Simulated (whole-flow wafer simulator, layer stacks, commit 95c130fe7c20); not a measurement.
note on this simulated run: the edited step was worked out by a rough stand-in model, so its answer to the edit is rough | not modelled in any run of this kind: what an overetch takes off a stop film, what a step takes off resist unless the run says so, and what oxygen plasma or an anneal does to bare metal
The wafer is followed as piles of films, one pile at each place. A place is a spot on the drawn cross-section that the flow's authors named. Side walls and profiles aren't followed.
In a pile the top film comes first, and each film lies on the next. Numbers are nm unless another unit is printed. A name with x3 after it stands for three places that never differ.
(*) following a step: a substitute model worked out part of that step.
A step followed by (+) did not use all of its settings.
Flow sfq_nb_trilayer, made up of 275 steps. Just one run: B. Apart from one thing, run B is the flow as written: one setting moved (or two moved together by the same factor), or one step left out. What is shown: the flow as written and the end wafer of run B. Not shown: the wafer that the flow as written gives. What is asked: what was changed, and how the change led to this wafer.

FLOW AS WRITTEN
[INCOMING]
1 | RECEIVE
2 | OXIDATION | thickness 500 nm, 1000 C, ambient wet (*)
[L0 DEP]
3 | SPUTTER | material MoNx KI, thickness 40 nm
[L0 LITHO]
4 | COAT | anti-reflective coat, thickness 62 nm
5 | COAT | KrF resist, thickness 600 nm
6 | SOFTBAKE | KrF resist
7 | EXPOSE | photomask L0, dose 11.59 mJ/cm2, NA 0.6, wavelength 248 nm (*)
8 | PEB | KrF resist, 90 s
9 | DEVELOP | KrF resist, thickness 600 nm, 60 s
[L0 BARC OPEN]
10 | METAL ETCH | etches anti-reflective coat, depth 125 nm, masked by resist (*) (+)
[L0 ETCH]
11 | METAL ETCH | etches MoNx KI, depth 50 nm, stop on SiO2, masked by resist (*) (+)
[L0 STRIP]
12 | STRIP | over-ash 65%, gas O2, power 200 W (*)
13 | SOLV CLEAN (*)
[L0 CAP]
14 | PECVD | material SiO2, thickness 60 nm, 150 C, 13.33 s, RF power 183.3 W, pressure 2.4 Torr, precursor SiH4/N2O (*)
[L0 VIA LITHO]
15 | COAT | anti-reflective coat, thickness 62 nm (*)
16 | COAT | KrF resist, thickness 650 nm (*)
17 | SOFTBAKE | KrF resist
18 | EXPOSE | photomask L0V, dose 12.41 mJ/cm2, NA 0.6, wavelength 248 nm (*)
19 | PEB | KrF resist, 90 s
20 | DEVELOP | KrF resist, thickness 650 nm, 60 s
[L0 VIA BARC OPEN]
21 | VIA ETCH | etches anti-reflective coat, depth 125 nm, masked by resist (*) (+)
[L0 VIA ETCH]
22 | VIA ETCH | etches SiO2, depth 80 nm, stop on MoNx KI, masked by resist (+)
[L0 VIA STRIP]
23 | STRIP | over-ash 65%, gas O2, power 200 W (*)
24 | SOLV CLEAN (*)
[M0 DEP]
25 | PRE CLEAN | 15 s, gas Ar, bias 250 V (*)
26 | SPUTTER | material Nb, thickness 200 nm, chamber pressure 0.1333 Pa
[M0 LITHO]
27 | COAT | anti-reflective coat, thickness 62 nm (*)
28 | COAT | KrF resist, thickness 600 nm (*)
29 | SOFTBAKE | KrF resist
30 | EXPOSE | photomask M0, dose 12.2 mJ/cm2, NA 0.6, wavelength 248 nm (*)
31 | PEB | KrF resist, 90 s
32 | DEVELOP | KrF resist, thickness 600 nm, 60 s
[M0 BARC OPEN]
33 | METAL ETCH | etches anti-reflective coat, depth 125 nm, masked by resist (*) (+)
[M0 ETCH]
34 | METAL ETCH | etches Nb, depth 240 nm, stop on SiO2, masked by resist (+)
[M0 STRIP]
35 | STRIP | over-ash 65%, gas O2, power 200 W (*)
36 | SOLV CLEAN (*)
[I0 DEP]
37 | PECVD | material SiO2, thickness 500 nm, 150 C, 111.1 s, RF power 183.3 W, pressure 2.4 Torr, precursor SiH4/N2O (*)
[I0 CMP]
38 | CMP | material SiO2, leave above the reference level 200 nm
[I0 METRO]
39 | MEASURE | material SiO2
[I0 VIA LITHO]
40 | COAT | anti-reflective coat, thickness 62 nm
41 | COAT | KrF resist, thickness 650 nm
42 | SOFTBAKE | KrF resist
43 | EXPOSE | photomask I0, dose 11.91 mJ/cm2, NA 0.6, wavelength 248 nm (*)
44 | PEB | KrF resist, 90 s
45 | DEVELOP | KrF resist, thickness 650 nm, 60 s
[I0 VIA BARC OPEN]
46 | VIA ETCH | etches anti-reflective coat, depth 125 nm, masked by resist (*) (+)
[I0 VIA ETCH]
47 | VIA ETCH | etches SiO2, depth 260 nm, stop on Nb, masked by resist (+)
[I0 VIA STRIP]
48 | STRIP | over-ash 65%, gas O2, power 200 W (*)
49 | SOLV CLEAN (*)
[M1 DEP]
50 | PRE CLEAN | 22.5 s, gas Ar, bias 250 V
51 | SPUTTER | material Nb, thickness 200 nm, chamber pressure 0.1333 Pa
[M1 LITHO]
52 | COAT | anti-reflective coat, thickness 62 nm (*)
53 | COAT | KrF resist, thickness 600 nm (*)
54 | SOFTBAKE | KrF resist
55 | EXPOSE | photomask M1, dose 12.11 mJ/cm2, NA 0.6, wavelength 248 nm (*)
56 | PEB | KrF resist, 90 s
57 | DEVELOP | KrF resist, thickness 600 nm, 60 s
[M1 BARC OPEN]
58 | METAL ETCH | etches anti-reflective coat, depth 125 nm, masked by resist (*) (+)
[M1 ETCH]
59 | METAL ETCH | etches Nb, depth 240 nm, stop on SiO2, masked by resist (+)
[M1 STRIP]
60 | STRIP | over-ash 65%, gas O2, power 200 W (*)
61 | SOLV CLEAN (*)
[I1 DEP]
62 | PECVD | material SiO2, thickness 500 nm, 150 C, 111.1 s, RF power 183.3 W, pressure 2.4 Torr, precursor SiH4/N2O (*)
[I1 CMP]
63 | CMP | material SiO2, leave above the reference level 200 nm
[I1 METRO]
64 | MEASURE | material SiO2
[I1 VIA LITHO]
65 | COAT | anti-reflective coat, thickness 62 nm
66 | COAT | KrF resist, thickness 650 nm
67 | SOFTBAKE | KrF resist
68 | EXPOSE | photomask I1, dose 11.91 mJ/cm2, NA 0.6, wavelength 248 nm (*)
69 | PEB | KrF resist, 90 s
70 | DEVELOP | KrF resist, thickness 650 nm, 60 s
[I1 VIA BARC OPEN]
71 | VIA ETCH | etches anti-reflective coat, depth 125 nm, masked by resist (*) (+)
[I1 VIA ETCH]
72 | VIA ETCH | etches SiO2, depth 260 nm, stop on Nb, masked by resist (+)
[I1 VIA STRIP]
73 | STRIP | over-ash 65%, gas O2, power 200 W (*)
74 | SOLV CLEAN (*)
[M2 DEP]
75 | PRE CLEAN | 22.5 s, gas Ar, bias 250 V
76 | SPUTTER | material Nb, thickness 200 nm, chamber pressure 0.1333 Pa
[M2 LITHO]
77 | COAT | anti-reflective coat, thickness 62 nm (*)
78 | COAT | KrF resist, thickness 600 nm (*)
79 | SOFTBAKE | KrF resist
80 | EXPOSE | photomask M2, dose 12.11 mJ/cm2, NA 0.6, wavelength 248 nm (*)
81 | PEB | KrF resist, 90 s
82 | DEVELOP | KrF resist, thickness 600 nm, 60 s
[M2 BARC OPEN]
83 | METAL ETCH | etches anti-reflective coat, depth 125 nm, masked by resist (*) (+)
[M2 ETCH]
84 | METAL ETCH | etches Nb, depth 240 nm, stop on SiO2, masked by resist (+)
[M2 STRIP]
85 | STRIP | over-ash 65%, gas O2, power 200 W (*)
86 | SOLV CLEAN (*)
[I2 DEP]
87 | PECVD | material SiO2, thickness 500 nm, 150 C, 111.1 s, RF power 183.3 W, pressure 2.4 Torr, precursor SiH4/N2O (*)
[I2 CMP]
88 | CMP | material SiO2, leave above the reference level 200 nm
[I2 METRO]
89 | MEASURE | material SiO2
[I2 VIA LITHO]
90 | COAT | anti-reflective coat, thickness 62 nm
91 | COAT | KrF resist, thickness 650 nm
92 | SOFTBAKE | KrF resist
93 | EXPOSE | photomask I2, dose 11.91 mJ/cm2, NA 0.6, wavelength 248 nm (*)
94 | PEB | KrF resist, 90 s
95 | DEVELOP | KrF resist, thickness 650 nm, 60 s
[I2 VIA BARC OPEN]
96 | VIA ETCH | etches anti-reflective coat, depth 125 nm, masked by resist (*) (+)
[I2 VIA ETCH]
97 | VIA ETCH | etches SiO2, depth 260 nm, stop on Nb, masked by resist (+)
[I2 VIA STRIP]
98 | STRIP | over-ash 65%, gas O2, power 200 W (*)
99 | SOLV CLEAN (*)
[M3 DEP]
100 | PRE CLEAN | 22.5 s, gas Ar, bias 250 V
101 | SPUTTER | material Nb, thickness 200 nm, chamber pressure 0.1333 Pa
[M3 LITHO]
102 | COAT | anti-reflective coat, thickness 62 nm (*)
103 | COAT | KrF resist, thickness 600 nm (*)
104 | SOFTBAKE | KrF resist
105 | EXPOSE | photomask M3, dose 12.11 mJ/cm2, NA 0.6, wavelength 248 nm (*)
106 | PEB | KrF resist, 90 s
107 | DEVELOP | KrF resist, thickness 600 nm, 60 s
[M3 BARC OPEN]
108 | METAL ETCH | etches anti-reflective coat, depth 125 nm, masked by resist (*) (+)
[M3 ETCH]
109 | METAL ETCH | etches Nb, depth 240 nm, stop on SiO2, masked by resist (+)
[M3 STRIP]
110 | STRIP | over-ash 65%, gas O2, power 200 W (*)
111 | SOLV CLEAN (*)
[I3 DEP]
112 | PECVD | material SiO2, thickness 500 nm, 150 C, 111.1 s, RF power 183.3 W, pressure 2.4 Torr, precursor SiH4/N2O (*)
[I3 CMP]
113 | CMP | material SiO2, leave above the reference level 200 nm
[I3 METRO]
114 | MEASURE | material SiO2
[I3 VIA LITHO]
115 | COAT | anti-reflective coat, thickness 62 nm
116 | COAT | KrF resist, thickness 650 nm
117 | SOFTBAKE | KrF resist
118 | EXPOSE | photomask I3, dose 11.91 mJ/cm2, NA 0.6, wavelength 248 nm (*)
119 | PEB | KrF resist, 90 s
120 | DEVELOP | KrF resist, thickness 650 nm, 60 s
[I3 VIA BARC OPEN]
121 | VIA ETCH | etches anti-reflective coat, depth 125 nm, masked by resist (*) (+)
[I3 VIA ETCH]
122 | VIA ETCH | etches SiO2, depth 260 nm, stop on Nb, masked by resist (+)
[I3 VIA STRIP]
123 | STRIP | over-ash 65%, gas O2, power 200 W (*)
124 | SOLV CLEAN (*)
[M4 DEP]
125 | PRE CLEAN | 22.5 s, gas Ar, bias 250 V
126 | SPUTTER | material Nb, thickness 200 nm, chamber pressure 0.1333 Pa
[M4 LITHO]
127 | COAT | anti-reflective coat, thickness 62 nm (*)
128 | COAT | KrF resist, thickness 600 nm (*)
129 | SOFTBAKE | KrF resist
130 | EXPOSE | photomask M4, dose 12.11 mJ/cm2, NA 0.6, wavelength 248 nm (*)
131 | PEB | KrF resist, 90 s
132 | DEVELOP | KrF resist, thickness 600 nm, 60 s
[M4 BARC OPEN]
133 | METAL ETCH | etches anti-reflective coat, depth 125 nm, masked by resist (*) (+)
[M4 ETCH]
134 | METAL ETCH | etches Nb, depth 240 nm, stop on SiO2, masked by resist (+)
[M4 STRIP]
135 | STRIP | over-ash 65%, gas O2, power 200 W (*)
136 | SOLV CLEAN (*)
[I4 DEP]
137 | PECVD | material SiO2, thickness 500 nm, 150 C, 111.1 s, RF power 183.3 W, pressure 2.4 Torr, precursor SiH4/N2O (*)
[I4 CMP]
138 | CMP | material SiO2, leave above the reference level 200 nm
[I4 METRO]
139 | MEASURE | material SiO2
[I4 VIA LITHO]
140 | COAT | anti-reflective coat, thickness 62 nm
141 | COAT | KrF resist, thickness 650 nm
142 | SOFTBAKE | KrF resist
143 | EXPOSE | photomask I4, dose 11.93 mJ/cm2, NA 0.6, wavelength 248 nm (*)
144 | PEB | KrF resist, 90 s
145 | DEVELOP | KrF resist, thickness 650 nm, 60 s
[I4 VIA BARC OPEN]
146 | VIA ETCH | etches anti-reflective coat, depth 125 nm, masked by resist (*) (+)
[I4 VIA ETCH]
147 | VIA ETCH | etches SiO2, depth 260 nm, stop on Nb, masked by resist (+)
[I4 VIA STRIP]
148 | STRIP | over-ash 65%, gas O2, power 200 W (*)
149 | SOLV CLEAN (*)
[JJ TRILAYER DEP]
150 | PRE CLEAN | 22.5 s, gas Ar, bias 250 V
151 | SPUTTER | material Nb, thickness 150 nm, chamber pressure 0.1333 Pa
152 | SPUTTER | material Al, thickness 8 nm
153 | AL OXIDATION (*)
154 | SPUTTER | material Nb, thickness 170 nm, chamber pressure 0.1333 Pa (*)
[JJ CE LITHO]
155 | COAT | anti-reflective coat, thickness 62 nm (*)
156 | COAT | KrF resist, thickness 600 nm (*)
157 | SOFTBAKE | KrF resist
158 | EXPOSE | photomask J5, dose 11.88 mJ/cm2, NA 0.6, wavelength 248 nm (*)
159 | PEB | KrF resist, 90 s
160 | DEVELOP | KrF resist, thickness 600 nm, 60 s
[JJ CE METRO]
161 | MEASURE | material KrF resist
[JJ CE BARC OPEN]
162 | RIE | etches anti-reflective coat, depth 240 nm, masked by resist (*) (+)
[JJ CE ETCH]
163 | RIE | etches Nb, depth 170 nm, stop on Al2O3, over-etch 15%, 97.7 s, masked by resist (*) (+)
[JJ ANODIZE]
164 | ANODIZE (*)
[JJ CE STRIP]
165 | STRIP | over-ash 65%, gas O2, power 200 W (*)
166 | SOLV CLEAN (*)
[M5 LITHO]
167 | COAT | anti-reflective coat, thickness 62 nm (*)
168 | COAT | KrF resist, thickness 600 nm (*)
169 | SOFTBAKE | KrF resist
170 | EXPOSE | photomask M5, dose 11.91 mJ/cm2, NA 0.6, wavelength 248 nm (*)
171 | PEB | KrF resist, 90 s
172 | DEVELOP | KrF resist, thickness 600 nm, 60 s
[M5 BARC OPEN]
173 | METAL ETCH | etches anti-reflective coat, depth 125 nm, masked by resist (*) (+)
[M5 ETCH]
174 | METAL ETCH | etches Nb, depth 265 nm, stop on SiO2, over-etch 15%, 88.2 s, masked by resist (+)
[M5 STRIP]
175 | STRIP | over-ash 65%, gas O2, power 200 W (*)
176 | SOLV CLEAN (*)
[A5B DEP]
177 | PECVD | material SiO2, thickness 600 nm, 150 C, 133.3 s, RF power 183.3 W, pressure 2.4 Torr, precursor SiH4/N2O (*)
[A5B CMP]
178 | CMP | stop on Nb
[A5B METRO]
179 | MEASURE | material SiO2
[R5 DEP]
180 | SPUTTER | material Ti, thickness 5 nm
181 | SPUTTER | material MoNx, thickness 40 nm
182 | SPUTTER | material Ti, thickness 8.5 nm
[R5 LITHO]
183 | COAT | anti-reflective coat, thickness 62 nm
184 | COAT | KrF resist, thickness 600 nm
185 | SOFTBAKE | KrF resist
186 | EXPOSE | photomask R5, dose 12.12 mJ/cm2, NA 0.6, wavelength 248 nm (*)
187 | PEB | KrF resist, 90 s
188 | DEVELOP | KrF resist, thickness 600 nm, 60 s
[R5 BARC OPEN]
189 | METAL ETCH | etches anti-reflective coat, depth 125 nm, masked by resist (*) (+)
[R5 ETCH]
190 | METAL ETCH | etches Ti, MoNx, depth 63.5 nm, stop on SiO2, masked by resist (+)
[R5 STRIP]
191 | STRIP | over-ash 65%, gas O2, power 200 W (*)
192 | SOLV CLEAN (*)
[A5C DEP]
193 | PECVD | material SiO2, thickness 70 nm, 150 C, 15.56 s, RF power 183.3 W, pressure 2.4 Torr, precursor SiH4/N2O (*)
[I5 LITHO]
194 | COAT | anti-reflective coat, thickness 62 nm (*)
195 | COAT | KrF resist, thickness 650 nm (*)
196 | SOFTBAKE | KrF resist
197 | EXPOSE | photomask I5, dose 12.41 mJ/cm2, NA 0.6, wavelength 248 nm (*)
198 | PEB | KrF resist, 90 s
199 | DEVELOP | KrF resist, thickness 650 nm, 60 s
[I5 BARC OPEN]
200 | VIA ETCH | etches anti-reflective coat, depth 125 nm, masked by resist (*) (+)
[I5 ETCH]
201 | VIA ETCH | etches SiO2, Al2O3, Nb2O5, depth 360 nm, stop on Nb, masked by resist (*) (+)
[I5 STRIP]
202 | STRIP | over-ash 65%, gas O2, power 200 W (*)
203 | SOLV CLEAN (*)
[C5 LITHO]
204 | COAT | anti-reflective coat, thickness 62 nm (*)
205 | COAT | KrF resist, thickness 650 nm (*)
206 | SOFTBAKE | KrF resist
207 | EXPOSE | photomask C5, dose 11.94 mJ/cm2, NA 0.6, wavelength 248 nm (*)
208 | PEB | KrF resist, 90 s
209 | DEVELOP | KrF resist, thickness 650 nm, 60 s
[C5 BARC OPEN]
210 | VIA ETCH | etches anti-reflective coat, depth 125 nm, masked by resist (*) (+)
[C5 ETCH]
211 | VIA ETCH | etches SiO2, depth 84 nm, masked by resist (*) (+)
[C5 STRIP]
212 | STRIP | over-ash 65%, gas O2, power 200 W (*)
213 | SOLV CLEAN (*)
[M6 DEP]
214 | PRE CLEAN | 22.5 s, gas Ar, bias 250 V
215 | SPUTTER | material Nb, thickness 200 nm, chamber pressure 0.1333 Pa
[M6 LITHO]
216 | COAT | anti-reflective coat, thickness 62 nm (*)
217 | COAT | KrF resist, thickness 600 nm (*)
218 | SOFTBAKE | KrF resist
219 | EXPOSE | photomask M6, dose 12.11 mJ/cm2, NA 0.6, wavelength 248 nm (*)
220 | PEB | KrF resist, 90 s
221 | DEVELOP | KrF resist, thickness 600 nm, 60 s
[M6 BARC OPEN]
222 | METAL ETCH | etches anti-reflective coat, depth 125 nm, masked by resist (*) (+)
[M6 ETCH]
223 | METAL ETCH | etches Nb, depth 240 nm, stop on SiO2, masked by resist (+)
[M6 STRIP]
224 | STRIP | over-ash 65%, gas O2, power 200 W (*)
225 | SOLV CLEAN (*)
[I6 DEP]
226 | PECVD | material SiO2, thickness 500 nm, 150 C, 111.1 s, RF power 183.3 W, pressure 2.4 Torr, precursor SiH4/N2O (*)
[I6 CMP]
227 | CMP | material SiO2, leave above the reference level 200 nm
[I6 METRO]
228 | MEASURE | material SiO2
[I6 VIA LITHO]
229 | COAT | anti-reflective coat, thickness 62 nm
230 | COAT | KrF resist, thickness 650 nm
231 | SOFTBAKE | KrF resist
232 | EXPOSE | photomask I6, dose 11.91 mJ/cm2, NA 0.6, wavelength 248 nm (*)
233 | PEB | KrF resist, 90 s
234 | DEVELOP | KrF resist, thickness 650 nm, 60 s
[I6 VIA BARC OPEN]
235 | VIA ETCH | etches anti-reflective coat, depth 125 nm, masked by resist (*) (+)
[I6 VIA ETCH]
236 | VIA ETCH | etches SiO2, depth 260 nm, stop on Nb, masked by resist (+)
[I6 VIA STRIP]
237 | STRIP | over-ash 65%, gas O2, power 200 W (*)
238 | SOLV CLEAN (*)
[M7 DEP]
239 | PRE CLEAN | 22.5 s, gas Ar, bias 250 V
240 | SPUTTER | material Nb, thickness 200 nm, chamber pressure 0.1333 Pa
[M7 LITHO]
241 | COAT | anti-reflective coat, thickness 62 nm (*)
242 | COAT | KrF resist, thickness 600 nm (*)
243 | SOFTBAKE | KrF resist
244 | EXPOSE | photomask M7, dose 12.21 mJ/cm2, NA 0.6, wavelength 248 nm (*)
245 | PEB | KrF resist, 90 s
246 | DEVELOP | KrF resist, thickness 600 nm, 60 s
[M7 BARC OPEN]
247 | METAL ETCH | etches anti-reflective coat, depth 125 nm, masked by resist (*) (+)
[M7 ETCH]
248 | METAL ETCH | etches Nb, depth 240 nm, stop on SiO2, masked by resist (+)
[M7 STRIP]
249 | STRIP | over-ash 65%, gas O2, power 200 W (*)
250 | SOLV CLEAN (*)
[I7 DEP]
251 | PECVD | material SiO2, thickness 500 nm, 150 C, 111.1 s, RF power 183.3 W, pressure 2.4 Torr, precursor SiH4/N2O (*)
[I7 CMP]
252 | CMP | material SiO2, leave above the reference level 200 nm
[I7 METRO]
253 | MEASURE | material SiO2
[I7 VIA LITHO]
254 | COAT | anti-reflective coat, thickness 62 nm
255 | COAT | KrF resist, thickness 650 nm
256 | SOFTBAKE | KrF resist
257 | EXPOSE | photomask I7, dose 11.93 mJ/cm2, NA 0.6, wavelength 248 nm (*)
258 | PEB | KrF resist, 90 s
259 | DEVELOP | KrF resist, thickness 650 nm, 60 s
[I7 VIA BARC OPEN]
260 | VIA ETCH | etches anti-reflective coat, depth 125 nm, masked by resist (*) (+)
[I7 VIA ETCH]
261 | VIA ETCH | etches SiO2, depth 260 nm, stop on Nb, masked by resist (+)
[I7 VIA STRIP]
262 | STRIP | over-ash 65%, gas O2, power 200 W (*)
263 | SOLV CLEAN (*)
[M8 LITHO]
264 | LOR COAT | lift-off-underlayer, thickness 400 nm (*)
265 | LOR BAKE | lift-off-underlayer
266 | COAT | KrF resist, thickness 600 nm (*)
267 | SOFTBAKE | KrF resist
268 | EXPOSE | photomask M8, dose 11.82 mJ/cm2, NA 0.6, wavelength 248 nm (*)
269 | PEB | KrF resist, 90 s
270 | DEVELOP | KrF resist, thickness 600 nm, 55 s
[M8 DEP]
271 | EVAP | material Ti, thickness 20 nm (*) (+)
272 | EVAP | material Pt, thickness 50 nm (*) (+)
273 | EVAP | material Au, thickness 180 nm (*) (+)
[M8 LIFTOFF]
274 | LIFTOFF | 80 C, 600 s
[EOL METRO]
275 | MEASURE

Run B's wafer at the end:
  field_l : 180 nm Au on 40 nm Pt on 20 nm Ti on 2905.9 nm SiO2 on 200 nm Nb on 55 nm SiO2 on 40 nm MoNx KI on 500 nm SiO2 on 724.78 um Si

Cause: step 272, EVAP: thickness 40 nm was run, while the flow as written has thickness 50 nm.
The wafer itself shows it: field_l has Pt 40, and step 272 as written asks for 50 nm.

The path from the change to this, step by step:
  272 | EVAP | material Pt, thickness 50 nm (*) (+)
      field_l, v_sur, via_wl and 103 more: Pt gains 40 (new film) (in the flow as written it would be: Pt gains 50 (new film))
  274 | LIFTOFF | 80 C, 600 s
      p4_fl, p4_fm, p4_w1 and 71 more: Au loses 180 (all of it), Pt loses 40 (all of it), Ti loses 20 (all of it), KrF resist loses 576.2 (all of it), lift-off-underlayer loses 400 (all of it) (in the flow as written it would be: Au loses 180 (all of it), Pt loses 50 (all of it), Ti loses 20 (all of it), KrF resist loses 576.2 (all of it), lift-off-underlayer loses 400 (all of it))
      c5j, ce_r: Au loses 180 (all of it), Pt loses 40 (all of it), Ti loses 20 (all of it), KrF resist loses 573.3 (all of it), lift-off-underlayer loses 399.3 (all of it) (in the flow as written it would be: Au loses 180 (all of it), Pt loses 50 (all of it), Ti loses 20 (all of it), KrF resist loses 573.3 (all of it), lift-off-underlayer loses 399.3 (all of it))
      (also at 19 further places)
